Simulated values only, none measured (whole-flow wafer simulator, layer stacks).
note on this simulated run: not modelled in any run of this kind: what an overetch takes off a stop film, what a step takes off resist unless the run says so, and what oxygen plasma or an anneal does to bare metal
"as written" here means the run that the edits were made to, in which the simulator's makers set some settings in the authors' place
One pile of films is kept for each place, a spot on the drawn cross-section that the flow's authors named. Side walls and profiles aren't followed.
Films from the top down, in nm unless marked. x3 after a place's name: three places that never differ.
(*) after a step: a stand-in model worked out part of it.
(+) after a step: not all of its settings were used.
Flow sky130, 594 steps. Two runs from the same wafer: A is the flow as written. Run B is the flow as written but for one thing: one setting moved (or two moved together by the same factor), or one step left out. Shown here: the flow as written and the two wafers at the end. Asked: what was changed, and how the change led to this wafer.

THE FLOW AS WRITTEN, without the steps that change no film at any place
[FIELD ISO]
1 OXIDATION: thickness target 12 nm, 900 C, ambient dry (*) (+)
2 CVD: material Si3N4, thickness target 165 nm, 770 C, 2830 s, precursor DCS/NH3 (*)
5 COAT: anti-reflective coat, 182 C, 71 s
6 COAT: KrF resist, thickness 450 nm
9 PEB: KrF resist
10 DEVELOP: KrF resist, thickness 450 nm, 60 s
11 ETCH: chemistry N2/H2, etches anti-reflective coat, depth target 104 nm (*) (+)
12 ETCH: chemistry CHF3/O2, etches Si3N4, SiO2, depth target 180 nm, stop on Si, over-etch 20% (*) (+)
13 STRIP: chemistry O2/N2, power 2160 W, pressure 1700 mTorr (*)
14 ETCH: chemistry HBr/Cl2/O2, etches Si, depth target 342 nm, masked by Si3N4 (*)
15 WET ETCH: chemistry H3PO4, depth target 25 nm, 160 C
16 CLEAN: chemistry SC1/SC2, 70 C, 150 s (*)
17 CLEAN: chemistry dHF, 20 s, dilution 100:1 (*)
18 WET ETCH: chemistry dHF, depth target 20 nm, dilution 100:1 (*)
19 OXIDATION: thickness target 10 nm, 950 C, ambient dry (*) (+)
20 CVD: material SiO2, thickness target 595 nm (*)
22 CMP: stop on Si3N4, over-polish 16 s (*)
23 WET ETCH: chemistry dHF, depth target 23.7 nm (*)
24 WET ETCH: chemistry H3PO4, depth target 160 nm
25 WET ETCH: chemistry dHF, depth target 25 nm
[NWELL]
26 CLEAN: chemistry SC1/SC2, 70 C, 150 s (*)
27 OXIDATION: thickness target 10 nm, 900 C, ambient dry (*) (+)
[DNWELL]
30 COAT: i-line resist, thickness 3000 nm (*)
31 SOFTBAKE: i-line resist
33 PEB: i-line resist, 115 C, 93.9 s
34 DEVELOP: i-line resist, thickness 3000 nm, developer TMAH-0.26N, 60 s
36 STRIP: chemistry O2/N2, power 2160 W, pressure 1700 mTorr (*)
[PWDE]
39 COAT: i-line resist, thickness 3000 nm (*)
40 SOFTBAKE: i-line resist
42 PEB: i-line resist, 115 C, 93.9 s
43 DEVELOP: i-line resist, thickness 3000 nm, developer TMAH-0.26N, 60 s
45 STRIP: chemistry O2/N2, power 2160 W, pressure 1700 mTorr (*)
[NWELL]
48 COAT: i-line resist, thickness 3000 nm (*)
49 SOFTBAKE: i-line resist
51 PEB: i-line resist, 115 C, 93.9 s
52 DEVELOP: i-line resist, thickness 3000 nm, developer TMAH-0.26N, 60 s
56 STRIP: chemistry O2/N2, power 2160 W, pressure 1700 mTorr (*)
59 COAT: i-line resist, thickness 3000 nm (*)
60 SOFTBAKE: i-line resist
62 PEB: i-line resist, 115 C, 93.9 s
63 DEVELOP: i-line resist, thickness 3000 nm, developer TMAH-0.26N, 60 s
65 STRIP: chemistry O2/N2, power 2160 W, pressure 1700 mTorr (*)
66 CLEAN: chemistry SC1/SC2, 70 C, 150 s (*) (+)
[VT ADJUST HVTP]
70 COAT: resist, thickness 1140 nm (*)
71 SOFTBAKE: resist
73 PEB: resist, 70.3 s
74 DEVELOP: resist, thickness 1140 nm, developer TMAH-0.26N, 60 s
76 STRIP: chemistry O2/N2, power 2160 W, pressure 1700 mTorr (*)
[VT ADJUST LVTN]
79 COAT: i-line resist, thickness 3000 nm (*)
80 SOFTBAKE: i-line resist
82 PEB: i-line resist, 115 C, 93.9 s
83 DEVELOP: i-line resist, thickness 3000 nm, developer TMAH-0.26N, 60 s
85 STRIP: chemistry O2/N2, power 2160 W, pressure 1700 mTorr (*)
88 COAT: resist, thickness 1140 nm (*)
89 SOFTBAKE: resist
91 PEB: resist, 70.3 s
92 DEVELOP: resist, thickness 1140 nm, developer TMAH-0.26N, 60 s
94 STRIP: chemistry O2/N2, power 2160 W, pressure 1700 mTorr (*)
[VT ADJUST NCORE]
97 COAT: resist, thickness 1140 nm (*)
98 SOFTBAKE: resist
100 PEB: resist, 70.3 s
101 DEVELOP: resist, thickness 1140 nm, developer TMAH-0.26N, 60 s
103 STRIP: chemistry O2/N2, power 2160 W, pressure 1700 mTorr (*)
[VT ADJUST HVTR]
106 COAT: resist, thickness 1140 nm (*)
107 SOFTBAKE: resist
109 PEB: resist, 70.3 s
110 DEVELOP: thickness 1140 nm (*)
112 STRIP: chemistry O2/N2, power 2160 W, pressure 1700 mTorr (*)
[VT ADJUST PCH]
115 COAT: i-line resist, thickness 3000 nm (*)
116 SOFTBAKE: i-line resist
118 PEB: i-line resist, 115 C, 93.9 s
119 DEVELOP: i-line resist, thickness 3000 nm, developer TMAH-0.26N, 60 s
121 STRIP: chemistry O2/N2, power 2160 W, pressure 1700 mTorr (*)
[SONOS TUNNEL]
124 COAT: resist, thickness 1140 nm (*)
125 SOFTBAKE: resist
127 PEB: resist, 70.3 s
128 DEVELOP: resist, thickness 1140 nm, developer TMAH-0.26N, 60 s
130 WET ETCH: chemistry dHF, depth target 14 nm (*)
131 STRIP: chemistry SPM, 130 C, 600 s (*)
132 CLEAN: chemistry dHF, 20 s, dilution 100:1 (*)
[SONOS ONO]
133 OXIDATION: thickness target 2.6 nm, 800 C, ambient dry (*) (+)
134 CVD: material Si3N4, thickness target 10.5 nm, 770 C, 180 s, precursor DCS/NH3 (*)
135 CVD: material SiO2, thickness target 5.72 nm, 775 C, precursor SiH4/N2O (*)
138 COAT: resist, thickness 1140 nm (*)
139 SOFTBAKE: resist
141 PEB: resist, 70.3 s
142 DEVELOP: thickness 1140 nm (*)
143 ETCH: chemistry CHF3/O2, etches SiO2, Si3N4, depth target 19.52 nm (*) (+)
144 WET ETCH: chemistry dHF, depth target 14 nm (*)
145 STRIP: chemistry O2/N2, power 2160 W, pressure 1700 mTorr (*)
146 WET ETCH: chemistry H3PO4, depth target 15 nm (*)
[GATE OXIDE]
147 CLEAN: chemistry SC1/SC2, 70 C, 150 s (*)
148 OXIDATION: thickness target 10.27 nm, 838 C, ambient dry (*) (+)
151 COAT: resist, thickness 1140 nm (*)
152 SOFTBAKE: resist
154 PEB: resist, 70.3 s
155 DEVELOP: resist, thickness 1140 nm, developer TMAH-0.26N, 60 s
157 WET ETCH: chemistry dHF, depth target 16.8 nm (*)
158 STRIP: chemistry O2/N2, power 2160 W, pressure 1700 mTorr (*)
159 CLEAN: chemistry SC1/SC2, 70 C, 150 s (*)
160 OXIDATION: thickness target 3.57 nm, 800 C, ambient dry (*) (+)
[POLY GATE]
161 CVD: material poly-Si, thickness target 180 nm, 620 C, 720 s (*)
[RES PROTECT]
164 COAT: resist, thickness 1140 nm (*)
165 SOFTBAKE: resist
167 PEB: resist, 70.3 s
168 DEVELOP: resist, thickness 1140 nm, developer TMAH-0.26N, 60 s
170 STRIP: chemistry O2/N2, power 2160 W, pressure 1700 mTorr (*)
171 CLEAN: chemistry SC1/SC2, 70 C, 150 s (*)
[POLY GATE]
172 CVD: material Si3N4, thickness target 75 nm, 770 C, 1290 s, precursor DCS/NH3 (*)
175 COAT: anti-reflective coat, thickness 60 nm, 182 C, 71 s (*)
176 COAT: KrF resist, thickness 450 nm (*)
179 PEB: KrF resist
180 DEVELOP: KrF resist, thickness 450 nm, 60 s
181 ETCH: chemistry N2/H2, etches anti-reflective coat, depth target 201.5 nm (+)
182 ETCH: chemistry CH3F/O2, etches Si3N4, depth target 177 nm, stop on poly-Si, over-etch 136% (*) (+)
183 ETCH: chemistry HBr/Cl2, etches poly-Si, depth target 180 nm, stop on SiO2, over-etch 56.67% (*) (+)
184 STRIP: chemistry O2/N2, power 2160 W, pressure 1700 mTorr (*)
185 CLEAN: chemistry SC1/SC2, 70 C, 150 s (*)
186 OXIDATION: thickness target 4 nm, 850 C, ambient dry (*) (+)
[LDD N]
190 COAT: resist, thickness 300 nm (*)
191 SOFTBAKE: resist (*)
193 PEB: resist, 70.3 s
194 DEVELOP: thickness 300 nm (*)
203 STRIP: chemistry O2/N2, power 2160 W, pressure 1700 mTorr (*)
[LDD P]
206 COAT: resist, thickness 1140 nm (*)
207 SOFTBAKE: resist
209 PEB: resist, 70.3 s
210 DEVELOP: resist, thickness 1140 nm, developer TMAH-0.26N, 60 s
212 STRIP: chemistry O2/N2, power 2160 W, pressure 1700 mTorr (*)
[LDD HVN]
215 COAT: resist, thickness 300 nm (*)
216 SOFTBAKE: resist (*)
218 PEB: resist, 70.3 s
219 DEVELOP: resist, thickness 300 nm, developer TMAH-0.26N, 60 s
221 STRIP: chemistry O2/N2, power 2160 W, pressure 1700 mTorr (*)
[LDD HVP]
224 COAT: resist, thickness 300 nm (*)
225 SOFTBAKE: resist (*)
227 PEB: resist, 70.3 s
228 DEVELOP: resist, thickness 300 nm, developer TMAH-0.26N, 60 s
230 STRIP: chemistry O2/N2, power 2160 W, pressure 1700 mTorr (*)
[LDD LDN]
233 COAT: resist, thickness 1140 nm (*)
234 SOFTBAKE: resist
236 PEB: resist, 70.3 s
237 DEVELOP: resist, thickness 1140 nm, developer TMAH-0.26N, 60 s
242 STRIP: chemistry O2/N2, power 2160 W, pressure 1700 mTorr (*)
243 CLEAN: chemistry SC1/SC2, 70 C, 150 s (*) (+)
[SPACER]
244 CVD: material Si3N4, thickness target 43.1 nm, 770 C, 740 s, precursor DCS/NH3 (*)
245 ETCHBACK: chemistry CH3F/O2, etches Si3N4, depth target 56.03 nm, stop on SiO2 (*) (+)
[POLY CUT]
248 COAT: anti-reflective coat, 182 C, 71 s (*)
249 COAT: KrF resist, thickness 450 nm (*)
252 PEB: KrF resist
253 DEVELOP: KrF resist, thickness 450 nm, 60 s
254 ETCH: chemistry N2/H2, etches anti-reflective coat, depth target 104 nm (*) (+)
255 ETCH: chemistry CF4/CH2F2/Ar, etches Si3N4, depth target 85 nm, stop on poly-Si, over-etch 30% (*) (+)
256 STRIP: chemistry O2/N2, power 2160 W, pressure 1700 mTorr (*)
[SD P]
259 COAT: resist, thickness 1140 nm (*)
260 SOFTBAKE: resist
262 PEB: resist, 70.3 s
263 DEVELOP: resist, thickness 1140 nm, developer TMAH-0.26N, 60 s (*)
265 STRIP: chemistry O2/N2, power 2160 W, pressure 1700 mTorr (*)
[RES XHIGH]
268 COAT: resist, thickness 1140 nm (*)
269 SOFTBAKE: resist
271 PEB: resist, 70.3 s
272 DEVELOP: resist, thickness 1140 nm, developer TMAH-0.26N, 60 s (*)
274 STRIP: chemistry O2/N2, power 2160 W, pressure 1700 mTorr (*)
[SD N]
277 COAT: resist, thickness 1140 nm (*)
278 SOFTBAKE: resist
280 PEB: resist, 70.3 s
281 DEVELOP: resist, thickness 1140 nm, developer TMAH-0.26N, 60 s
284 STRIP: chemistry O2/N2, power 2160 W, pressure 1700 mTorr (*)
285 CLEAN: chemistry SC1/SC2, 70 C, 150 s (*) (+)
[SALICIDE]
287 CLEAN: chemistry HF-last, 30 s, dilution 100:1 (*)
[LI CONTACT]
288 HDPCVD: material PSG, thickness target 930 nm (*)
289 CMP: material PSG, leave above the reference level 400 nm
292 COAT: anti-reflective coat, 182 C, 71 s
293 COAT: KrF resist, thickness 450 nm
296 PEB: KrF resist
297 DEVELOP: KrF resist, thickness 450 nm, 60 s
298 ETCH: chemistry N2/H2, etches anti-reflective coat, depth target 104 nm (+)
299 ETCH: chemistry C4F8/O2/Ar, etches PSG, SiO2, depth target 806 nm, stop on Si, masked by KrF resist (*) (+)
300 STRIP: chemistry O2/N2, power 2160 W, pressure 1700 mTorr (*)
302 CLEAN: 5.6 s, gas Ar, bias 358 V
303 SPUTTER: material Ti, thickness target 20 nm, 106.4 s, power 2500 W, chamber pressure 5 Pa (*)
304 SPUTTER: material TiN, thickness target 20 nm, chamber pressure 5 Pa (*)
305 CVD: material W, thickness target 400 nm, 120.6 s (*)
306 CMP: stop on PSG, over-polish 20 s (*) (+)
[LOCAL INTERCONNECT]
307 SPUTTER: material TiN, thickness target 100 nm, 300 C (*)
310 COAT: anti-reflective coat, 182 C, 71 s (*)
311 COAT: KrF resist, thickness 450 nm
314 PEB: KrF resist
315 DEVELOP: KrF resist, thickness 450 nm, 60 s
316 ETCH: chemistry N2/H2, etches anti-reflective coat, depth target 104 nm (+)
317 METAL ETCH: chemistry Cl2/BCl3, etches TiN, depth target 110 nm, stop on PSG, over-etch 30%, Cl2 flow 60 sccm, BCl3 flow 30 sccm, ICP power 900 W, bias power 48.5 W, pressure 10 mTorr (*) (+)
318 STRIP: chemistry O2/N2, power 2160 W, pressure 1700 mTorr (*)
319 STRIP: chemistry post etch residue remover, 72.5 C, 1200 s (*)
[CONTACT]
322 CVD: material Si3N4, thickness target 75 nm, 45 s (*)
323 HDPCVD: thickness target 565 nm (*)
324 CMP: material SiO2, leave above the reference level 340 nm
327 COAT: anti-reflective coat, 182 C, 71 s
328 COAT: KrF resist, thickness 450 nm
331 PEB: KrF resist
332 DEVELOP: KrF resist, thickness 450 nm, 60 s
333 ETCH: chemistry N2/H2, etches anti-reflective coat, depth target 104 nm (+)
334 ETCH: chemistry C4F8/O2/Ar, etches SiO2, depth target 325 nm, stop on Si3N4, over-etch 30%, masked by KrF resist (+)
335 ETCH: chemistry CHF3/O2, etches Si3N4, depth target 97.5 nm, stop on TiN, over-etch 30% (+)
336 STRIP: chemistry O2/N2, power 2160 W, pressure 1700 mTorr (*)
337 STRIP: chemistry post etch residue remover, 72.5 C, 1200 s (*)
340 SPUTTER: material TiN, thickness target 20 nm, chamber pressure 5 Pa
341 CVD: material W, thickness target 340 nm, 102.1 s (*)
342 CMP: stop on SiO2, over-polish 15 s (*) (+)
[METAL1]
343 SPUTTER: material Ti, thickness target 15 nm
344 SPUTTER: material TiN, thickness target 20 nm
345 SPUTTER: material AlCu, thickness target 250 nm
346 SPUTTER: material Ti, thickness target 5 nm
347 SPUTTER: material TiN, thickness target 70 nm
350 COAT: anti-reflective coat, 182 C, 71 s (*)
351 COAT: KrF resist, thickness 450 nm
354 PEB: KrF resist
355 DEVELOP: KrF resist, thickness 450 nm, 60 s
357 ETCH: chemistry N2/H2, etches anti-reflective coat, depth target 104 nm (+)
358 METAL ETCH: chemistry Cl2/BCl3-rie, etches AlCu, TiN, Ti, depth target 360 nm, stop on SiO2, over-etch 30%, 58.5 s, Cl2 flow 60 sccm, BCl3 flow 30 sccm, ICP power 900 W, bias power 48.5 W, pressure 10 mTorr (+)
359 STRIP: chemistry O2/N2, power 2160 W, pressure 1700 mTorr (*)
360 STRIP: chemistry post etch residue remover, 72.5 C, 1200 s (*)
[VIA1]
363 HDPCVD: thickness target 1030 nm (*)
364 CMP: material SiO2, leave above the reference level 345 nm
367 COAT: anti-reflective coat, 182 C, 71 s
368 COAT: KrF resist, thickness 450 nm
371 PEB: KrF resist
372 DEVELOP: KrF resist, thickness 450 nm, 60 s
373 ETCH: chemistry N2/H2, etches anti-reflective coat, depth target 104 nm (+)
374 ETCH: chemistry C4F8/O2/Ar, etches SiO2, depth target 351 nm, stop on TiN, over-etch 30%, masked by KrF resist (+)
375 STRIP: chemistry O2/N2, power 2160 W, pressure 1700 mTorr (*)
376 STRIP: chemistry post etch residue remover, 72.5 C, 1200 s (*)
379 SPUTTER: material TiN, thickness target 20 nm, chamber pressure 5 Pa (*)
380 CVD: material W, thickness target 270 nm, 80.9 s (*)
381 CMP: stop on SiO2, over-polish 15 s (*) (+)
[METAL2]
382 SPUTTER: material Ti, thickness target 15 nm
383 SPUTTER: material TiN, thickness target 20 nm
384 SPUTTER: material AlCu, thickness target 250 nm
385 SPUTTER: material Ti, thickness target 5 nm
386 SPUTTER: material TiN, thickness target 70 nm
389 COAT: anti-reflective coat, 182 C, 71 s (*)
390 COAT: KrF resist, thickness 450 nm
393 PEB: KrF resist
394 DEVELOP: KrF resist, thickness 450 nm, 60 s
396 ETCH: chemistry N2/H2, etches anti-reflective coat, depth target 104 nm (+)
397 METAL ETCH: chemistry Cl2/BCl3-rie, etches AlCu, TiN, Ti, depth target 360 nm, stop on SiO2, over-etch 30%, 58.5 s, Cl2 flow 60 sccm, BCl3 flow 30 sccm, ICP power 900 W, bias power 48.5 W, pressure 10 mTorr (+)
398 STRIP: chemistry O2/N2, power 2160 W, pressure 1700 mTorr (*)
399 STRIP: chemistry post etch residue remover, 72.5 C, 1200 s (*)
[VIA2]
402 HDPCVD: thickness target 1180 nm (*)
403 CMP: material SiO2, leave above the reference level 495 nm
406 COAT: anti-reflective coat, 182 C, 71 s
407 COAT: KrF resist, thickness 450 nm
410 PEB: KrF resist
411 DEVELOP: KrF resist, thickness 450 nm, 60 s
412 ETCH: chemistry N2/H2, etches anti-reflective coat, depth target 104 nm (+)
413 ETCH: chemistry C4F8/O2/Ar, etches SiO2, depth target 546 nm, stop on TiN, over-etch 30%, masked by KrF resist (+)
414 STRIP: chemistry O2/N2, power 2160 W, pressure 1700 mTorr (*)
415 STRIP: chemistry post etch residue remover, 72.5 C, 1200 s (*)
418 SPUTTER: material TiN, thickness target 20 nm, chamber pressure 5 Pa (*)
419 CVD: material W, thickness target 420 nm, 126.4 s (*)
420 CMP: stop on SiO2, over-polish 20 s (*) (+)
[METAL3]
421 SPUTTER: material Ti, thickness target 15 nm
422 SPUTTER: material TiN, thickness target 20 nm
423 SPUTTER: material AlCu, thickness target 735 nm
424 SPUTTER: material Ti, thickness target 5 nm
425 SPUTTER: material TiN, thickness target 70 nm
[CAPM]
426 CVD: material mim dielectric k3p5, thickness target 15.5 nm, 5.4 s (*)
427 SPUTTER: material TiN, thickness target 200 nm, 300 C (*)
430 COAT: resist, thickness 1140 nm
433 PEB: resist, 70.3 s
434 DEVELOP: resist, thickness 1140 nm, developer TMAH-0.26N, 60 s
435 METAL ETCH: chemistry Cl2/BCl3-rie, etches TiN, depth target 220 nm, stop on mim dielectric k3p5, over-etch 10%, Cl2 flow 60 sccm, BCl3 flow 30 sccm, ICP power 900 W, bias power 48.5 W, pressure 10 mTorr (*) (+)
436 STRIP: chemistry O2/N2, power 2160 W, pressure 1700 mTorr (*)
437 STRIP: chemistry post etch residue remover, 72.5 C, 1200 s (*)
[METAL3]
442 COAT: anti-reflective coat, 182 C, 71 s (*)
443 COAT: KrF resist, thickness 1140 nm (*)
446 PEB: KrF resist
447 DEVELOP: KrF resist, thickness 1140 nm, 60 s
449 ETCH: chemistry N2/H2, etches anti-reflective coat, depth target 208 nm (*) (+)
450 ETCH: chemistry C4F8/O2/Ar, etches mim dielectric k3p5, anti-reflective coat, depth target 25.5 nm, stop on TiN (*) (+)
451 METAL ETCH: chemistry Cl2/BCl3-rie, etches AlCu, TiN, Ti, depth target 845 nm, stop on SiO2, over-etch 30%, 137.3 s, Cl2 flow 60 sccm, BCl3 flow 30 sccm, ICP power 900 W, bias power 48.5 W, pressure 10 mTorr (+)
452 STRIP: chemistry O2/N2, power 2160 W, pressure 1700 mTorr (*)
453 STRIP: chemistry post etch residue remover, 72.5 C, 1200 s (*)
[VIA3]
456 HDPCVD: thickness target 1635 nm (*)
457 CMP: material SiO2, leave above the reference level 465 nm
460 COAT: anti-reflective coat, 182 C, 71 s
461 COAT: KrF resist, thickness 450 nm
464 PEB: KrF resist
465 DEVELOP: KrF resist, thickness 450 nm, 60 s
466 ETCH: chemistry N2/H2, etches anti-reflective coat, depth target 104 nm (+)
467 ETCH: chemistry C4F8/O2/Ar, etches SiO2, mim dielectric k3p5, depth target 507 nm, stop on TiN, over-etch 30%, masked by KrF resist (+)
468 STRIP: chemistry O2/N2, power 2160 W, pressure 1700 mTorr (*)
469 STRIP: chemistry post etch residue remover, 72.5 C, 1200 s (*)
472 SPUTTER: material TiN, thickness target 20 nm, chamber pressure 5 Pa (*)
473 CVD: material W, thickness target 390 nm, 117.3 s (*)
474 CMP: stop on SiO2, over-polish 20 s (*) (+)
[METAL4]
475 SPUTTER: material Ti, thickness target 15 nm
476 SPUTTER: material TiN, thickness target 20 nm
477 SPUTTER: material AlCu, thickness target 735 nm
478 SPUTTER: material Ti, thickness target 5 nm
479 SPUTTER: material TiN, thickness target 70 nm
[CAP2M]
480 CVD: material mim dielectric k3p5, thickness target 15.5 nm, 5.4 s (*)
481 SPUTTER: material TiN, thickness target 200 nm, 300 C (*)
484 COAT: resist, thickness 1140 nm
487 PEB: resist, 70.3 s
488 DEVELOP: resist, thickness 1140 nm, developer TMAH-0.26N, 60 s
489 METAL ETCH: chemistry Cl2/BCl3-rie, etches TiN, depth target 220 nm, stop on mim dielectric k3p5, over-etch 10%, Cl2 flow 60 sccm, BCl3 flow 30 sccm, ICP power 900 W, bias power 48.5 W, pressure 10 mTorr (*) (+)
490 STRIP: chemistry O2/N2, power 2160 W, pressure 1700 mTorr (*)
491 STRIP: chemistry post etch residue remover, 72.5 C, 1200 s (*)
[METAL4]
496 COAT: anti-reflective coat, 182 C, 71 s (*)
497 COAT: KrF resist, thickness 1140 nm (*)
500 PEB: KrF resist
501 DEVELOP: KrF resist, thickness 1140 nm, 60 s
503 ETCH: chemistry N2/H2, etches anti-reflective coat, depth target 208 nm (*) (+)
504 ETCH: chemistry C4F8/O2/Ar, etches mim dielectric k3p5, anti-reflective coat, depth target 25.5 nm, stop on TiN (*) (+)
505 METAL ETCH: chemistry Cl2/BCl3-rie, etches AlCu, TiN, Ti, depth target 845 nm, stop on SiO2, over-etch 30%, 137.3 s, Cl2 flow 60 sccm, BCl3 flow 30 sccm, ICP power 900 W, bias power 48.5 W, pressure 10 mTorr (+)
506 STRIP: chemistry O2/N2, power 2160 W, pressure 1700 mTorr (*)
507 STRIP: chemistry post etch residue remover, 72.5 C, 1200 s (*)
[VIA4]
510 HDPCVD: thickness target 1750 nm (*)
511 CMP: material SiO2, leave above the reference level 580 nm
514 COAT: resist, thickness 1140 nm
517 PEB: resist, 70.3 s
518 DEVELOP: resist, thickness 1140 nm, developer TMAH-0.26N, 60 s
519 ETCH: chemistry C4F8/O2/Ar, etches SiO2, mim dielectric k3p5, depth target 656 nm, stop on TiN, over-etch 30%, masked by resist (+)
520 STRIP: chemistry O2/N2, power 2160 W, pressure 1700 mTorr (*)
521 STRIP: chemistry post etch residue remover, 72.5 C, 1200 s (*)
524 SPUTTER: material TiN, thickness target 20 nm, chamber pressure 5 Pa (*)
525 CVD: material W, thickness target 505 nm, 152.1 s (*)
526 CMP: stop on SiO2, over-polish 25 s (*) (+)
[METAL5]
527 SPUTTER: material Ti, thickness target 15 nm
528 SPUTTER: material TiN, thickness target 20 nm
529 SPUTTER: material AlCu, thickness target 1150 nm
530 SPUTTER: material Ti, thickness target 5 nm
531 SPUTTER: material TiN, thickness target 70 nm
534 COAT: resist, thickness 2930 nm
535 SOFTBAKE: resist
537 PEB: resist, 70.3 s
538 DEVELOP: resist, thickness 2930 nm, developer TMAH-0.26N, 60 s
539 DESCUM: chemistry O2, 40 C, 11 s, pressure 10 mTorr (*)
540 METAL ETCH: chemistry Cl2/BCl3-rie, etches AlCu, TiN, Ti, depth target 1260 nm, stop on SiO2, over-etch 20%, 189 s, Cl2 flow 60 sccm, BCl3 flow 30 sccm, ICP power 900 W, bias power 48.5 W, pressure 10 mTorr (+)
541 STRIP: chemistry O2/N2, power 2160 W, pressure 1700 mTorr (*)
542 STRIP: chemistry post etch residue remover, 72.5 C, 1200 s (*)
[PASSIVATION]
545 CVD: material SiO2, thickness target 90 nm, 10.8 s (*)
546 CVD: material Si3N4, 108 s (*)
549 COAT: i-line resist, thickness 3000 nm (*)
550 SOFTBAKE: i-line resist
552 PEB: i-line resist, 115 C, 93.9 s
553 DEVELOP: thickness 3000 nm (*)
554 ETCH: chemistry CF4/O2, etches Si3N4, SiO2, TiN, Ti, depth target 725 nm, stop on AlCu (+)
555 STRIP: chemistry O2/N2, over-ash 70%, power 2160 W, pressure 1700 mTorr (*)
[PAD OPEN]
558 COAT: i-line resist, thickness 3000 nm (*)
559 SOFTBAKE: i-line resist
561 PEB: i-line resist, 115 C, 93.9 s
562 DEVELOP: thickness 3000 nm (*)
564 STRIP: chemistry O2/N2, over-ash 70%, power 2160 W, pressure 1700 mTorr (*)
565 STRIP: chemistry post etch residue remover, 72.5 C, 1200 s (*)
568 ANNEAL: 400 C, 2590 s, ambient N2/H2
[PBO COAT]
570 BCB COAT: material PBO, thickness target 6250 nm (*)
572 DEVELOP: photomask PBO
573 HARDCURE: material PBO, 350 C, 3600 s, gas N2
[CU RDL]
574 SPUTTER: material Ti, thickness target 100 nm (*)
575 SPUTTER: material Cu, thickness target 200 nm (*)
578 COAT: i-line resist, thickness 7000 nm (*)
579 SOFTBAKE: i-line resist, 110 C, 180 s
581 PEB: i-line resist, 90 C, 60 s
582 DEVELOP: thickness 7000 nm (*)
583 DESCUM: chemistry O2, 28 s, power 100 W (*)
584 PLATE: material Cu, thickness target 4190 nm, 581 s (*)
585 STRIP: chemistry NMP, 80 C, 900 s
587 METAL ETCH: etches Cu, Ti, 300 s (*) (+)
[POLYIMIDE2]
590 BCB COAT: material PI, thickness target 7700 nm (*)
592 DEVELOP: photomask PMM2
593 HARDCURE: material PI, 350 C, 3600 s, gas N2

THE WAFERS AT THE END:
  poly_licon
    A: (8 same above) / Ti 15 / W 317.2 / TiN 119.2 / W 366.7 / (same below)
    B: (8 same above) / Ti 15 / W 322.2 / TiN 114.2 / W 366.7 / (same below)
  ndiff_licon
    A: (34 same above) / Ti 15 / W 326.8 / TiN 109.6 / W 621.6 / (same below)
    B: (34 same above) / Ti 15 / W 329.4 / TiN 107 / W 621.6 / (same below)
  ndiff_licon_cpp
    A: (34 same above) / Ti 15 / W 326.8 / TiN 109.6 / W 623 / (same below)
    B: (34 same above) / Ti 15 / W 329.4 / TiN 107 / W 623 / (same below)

The cause: step 340, SPUTTER: thickness target 15 nm was run, where the flow has thickness target 20 nm.

How the change led to this, step by step:
  340 SPUTTER: material TiN, thickness target 20 nm, chamber pressure 5 Pa
      field, active, n_well and 184 more: A TiN +20 (new film) | B TiN +15 (new film)
      ndiff_licon_cpp, rpo_hd_licon: A TiN +10.4 | B TiN +7.84
      (and at 2 more places)
  342 CMP: stop on SiO2, over-polish 15 s (*) (+)
      field, active, n_well and 184 more: A W -340 (all of it), TiN -20 (all of it), SiO2 -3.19 | B W -340 (all of it), TiN -15 (all of it), SiO2 -3.19
      poly_licon: A W -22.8 | B W -17.8
